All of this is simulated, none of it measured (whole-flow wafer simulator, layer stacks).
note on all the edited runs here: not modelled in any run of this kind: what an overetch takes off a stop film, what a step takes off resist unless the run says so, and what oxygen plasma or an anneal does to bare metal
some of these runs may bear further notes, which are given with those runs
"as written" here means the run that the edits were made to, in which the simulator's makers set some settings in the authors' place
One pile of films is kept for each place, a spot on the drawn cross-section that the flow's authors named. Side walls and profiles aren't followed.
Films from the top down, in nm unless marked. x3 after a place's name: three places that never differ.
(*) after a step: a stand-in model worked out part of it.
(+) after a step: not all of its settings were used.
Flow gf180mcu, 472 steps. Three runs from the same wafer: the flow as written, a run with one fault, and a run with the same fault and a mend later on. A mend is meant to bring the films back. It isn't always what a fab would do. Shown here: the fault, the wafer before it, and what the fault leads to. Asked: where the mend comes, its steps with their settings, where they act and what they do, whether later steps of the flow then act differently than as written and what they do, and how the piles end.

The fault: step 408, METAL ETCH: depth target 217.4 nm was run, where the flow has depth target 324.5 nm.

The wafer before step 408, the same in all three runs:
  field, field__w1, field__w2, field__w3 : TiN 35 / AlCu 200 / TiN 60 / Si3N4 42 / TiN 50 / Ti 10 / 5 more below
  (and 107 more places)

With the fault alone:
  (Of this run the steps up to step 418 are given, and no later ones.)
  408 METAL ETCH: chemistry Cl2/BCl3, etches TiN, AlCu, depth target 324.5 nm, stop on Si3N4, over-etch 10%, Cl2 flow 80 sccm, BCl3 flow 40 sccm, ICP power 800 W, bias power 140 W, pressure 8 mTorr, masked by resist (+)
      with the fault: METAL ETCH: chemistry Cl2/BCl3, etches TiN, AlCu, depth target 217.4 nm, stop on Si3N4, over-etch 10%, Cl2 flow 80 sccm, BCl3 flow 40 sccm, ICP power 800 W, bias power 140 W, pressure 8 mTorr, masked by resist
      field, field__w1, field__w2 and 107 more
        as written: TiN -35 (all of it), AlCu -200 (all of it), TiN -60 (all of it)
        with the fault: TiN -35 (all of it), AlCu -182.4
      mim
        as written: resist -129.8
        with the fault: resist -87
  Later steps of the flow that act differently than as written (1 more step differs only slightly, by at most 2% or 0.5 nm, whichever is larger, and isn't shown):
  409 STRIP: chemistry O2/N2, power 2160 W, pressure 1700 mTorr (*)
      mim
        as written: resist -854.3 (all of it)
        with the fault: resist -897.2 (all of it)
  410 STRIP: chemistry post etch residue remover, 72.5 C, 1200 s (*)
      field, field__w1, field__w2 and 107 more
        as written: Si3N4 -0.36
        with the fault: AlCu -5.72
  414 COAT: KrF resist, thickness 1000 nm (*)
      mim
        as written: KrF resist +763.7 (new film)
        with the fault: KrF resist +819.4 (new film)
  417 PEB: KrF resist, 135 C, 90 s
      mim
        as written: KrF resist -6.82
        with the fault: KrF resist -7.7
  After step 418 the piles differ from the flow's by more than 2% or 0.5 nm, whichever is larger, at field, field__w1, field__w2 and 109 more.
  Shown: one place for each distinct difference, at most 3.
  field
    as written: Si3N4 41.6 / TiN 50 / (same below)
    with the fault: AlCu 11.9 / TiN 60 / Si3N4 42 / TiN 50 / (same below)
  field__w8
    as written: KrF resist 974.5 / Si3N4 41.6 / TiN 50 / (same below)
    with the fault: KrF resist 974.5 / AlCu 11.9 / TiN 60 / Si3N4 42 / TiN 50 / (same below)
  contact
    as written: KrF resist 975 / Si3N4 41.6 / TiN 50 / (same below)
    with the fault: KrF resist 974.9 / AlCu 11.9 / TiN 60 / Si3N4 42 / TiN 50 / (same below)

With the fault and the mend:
  The mend comes after step 408.
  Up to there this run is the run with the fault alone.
  408a METAL ETCH: chemistry Cl2/BCl3, etches TiN, AlCu, depth target 107.1 nm, stop on Si3N4, over-etch 10%, Cl2 flow 80 sccm, BCl3 flow 40 sccm, ICP power 800 W, bias power 140 W, pressure 8 mTorr, masked by resist (+) (the flow's step 408 once more, with other settings)
      field, field__w1, field__w2 and 107 more
        AlCu -17.6 (all of it), TiN -60 (all of it)
      mim
        resist -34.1
  No later step of the flow acts differently than as written, at any place that is followed, by more than 2% or 0.5 nm, whichever is larger.
  At the end the piles are the same as the flow's at every place that both follow.
